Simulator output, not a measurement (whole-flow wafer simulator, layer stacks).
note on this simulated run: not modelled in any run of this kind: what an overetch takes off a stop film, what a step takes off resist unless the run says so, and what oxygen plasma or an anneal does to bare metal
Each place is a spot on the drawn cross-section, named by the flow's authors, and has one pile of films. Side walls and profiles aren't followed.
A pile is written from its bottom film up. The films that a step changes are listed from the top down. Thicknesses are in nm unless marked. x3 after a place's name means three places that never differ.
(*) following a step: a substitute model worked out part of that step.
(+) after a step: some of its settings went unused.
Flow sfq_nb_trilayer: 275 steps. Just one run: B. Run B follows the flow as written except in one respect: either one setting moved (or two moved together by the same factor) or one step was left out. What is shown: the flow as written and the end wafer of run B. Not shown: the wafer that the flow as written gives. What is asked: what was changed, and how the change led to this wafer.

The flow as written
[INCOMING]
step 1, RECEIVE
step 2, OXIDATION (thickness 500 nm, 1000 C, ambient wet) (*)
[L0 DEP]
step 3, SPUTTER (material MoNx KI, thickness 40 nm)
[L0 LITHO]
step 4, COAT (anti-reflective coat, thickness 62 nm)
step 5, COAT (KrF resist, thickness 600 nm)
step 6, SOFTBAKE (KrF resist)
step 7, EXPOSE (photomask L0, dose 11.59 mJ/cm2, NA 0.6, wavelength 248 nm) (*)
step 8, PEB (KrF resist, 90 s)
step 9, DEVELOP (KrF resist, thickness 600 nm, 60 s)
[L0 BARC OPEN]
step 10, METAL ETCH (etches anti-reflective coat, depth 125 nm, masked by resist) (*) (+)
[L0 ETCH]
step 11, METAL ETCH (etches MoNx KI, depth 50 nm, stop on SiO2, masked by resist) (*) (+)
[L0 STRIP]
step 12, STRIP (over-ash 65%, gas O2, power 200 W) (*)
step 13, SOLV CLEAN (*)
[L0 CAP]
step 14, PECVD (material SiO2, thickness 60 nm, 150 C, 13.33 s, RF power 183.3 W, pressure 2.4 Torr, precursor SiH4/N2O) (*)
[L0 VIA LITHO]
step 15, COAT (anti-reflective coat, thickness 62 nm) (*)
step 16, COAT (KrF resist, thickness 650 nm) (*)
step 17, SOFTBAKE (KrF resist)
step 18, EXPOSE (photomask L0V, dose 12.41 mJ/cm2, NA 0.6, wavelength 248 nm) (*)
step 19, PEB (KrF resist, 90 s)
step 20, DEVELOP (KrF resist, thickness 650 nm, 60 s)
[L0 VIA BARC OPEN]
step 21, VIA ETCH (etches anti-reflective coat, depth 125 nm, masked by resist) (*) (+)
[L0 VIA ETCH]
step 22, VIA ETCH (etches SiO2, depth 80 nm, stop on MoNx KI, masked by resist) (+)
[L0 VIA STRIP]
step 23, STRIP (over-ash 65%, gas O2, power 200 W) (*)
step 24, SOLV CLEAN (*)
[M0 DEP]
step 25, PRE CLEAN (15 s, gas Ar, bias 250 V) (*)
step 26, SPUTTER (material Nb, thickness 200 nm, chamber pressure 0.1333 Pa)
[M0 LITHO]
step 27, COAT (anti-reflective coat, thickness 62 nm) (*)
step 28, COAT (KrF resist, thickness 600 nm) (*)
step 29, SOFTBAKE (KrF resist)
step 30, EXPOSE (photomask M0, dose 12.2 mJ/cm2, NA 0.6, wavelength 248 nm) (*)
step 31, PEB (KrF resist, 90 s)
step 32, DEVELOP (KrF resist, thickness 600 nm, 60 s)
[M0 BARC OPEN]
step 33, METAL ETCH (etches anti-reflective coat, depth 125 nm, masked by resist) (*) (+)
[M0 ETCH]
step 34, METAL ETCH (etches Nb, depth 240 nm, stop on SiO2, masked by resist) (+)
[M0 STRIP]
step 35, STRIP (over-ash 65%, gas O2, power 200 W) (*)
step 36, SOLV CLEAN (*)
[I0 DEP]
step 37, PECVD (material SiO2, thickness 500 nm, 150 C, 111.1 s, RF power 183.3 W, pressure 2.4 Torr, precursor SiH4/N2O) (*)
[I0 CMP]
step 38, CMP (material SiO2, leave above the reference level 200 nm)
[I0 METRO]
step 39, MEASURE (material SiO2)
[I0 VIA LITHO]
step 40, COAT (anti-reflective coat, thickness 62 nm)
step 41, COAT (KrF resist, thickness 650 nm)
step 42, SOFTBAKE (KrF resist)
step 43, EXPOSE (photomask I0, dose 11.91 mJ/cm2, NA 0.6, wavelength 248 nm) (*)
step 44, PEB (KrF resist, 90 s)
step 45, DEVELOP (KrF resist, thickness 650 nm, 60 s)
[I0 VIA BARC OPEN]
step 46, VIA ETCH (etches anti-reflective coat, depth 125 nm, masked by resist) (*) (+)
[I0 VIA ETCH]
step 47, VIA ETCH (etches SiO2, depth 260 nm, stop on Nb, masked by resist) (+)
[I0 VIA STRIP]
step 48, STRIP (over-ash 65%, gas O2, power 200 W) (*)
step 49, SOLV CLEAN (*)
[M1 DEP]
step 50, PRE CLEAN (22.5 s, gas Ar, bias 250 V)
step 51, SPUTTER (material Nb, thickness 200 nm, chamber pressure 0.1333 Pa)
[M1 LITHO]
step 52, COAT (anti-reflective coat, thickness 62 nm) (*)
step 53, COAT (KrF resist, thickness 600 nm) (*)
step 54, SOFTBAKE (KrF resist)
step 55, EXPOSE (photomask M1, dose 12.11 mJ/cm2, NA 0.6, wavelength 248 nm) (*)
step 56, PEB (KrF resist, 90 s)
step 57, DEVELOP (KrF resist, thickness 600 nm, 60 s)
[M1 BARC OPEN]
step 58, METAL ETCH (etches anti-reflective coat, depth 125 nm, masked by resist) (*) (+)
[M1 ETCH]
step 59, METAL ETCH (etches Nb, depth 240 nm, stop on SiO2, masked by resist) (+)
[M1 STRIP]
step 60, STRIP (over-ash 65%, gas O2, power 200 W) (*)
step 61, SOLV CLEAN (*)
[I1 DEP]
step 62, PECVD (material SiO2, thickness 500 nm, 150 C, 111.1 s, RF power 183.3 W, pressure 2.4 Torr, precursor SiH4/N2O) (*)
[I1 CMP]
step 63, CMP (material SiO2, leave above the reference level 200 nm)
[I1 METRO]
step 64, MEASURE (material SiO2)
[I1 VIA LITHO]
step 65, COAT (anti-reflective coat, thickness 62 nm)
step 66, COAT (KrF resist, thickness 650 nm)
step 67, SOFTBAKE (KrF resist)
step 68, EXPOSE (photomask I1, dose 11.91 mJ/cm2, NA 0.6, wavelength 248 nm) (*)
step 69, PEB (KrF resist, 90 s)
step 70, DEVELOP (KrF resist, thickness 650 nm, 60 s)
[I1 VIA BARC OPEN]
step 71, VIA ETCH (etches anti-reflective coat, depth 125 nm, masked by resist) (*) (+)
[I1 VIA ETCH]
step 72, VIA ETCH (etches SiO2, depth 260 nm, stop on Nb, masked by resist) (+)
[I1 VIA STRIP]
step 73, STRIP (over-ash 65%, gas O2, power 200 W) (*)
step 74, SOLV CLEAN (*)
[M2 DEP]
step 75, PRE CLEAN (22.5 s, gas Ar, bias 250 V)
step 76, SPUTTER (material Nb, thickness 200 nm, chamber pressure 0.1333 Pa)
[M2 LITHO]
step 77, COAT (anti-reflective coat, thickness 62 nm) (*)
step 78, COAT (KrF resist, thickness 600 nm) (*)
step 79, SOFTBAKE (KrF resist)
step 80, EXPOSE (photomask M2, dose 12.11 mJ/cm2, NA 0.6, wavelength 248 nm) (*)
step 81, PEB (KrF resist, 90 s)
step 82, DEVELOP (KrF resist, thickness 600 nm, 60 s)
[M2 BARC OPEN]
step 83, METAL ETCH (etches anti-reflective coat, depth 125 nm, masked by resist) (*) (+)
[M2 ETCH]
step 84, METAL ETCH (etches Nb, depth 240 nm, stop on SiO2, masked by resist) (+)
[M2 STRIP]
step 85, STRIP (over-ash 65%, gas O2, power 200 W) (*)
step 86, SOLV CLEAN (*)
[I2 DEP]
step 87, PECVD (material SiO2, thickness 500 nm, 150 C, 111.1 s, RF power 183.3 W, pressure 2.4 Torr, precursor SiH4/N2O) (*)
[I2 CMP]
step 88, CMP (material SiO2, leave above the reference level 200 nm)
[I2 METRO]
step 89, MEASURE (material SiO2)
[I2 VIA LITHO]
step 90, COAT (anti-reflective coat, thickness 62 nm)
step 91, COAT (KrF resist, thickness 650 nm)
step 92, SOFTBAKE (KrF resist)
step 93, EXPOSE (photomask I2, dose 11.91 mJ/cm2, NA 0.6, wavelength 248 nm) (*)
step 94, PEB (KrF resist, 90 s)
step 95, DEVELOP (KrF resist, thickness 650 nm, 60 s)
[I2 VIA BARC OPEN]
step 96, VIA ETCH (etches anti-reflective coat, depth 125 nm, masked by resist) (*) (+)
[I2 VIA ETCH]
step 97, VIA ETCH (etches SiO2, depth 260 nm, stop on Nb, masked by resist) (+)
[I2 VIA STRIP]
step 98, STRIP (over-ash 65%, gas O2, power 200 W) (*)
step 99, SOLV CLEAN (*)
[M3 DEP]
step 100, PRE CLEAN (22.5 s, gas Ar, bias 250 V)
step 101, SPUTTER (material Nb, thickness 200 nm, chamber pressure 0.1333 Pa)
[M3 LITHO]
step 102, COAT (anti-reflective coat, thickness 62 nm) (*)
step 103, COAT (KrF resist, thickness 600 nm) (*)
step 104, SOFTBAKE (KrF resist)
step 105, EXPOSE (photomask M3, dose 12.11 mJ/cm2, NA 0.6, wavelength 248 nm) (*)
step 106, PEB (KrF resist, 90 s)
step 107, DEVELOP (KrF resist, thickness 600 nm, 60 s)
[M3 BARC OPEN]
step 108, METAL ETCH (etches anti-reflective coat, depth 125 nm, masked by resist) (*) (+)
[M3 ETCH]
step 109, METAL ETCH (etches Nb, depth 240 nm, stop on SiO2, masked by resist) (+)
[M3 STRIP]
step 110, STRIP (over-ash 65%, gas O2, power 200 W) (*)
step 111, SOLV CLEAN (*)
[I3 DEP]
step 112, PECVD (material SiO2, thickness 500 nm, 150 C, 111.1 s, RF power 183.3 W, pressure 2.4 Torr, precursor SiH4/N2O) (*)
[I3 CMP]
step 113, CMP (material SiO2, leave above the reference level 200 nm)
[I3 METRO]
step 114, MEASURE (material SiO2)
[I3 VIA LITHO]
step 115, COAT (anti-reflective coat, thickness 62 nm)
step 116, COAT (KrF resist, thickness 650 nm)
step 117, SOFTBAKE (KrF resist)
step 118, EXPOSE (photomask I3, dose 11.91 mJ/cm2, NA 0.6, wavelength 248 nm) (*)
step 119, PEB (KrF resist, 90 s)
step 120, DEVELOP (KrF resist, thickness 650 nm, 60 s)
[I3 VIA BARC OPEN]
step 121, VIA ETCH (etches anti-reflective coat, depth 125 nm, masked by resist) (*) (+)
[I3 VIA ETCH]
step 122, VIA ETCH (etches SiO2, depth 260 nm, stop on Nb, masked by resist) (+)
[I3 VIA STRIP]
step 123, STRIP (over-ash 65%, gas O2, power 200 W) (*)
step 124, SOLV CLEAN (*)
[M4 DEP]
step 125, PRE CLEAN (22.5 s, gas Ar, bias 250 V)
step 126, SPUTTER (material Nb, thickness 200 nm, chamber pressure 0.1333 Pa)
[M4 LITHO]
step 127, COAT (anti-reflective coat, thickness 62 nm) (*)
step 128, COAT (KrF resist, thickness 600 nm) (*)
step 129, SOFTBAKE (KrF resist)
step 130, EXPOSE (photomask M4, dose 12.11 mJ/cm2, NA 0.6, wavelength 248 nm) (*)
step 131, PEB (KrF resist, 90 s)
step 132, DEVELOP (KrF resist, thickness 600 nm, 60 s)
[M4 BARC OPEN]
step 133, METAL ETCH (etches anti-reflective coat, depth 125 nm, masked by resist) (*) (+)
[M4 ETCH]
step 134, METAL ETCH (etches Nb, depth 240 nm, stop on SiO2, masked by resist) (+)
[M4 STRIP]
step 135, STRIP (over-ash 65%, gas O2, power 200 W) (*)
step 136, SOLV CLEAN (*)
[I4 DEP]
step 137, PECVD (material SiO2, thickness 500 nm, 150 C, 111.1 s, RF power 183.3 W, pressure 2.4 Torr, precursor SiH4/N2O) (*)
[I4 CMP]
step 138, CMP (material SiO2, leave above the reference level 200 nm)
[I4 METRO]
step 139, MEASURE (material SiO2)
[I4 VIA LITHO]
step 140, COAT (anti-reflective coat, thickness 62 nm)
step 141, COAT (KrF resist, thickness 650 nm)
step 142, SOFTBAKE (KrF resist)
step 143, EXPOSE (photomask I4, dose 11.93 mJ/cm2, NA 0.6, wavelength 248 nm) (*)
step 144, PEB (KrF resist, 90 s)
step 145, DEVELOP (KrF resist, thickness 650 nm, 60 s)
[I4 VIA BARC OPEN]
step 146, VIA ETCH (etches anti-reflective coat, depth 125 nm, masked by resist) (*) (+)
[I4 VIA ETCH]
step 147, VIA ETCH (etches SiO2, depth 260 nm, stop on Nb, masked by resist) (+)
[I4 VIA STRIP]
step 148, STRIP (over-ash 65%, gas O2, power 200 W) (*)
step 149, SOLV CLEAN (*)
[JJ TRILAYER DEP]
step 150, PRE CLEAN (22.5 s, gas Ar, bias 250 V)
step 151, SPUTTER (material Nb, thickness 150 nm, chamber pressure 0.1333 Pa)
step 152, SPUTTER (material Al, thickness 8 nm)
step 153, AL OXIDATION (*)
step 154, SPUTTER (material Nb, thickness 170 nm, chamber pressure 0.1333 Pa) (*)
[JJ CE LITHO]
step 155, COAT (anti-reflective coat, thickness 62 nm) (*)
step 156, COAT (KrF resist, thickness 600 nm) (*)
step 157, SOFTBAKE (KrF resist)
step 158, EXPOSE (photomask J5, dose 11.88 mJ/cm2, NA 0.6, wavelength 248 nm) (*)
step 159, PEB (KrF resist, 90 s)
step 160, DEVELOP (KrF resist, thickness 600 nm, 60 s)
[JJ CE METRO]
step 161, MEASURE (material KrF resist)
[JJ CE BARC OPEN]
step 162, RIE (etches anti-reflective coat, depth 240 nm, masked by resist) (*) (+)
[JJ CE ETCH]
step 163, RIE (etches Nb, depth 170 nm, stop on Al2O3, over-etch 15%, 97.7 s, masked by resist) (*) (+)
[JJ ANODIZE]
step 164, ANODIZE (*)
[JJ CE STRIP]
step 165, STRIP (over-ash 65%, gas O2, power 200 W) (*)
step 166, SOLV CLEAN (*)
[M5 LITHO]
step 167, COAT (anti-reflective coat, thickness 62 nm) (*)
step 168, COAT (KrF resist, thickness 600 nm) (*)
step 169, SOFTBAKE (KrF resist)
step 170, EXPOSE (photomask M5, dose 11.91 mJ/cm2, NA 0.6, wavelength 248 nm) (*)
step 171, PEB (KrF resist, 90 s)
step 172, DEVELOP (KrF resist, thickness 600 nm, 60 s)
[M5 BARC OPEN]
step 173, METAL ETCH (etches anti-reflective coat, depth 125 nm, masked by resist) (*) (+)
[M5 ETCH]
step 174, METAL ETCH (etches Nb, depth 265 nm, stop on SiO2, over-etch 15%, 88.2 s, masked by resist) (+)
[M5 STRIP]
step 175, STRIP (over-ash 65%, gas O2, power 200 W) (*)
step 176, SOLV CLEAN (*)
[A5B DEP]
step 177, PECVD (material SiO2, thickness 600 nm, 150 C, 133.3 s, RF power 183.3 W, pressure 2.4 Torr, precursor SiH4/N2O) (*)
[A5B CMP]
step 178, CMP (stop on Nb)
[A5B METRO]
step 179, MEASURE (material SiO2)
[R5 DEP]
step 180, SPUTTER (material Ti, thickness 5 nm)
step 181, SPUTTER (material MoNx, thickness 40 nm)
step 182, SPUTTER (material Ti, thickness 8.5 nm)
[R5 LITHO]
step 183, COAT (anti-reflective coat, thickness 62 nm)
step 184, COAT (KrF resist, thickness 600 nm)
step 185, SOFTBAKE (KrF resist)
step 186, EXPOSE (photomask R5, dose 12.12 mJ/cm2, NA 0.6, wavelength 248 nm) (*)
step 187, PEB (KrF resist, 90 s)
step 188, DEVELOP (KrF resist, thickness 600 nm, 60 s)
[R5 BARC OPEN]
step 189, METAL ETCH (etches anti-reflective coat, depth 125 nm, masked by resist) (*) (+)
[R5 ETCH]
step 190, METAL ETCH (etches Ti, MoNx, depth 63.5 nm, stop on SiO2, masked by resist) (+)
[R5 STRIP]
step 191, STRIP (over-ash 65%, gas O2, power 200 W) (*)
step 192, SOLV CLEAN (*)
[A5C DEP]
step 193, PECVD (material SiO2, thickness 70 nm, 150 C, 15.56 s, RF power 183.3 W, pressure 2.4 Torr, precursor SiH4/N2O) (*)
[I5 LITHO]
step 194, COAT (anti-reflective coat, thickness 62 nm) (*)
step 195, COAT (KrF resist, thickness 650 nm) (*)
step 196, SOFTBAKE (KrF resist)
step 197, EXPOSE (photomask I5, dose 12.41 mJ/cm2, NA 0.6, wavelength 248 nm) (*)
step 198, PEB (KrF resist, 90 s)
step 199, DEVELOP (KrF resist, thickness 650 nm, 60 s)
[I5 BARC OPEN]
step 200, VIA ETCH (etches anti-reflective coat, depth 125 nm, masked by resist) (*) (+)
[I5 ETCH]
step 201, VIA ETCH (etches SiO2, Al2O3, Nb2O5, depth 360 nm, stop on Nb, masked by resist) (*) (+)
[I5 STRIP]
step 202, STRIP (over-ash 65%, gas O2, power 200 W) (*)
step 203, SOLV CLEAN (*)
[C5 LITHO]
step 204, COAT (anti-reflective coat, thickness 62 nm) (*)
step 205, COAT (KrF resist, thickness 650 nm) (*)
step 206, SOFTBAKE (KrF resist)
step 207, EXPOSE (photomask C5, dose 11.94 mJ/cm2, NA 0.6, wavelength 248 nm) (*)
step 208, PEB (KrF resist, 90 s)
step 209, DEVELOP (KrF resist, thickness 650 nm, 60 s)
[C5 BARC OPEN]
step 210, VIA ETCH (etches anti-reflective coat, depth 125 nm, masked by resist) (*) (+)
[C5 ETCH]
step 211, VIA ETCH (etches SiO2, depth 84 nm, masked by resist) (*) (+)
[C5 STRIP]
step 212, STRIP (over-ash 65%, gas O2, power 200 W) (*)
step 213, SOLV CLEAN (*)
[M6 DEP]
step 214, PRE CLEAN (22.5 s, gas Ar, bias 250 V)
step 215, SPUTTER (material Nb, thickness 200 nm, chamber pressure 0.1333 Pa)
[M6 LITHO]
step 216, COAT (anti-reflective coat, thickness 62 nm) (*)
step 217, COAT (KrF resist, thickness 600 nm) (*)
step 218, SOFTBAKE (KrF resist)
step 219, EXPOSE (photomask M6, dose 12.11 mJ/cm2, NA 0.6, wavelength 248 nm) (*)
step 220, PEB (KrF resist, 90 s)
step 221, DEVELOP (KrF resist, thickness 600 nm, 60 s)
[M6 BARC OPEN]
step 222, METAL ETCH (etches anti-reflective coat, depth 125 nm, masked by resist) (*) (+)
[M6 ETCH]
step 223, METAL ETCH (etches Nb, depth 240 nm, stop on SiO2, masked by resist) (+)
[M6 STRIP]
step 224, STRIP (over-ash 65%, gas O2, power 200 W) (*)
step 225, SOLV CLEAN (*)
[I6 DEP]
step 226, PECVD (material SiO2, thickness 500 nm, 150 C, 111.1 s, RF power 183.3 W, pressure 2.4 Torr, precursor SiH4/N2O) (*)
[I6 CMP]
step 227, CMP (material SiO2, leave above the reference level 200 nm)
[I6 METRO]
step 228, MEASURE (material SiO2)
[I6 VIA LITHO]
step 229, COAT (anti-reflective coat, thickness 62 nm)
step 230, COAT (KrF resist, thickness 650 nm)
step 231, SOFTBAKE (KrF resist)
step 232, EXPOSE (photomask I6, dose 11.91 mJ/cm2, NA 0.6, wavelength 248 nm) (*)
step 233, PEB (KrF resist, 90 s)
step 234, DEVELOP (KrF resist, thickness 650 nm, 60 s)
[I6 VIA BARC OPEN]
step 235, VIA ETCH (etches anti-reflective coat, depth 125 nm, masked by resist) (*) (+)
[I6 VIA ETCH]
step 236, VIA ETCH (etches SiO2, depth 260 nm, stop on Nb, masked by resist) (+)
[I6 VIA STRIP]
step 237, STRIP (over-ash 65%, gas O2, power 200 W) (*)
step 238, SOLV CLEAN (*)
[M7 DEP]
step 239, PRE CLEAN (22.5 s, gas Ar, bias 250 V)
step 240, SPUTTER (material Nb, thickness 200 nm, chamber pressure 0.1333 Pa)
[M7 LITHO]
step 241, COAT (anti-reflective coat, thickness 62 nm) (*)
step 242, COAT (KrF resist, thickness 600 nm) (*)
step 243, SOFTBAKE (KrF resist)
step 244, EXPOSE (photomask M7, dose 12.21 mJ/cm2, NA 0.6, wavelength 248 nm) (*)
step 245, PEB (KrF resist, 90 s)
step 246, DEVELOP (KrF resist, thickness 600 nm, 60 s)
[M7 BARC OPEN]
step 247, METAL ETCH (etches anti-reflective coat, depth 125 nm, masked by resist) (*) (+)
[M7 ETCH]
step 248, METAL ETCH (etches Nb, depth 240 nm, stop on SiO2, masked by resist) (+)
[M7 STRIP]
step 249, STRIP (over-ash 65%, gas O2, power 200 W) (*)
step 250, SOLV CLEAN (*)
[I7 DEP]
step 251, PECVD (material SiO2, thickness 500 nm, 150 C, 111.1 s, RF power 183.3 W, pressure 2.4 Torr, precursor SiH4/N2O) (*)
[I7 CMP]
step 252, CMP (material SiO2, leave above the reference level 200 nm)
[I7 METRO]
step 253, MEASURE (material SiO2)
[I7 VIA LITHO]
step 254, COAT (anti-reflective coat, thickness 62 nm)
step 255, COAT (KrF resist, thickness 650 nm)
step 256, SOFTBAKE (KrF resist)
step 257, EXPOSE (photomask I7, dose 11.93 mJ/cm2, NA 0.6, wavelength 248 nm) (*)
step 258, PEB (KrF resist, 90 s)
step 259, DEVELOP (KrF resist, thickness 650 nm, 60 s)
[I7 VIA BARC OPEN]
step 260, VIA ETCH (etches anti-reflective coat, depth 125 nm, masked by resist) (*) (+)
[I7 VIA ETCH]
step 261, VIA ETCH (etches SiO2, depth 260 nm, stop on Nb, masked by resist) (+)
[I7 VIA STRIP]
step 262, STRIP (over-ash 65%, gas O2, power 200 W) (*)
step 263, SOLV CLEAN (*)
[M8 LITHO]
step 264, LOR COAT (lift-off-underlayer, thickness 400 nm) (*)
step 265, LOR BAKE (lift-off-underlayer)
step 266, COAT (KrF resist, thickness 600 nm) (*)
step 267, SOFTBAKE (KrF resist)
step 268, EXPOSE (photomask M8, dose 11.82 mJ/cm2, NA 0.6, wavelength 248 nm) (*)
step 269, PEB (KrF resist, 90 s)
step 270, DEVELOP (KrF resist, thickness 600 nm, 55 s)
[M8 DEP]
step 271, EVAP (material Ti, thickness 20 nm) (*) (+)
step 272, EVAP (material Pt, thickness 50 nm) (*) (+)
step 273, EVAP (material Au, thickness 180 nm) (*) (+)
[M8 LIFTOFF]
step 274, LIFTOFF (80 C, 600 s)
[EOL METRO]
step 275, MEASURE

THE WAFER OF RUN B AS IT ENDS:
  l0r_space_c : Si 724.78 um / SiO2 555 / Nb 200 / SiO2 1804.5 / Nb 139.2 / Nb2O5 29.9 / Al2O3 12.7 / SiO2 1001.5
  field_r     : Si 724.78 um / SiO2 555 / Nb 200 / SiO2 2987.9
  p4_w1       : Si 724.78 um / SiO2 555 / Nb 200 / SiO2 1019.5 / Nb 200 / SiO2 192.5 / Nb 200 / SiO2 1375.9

The reason: step 38, CMP: leave above the reference level 242 nm was run, while the flow as written has leave above the reference level 200 nm.

The path from the change to this, step by step:
  step 38, CMP (material SiO2, leave above the reference level 200 nm)
      v_sur, via_wl, via_w and 94 more: SiO2 loses 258 (as written it would have been: SiO2 loses 300)
      field_l, l0_sur, l0r_line_l, l0r_line_c, l0r_line_r: SiO2 loses 298 (as written it would have been: SiO2 loses 340)
      (and at 4 other places as well)
  step 47, VIA ETCH (etches SiO2, depth 260 nm, stop on Nb, masked by resist) (+)
      via_w: SiO2 loses 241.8 (all of it) (as written it would have been: SiO2 loses 199.8 (all of it))
  step 51, SPUTTER (material Nb, thickness 200 nm, chamber pressure 0.1333 Pa)
      via_w: Nb gains 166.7 (as written it would have been: Nb gains 174.5)
  step 52, COAT (anti-reflective coat, thickness 62 nm) (*)
      via_w: anti-reflective coat gains 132 (new film) (as written it would have been: anti-reflective coat gains 123.1 (new film))
      via_wr: anti-reflective coat gains 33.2 (new film) (as written it would have been: anti-reflective coat gains 34.9 (new film))
  step 53, COAT (KrF resist, thickness 600 nm) (*)
      via_w: KrF resist gains 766 (new film) (as written it would have been: KrF resist gains 731.8 (new film))
  step 60, STRIP (over-ash 65%, gas O2, power 200 W) (*)
      via_w: KrF resist loses 547.9 (all of it), anti-reflective coat loses 132 (all of it) (as written it would have been: KrF resist loses 513.8 (all of it), anti-reflective coat loses 123.1 (all of it))
      via_wr: KrF resist loses 380.9 (all of it), anti-reflective coat loses 33.2 (all of it) (as written it would have been: KrF resist loses 384.4 (all of it), anti-reflective coat loses 34.9 (all of it))
  step 62, PECVD (material SiO2, thickness 500 nm, 150 C, 111.1 s, RF power 183.3 W, pressure 2.4 Torr, precursor SiH4/N2O) (*)
      via_w: SiO2 gains 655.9 (new film) (as written it would have been: SiO2 gains 606 (new film))
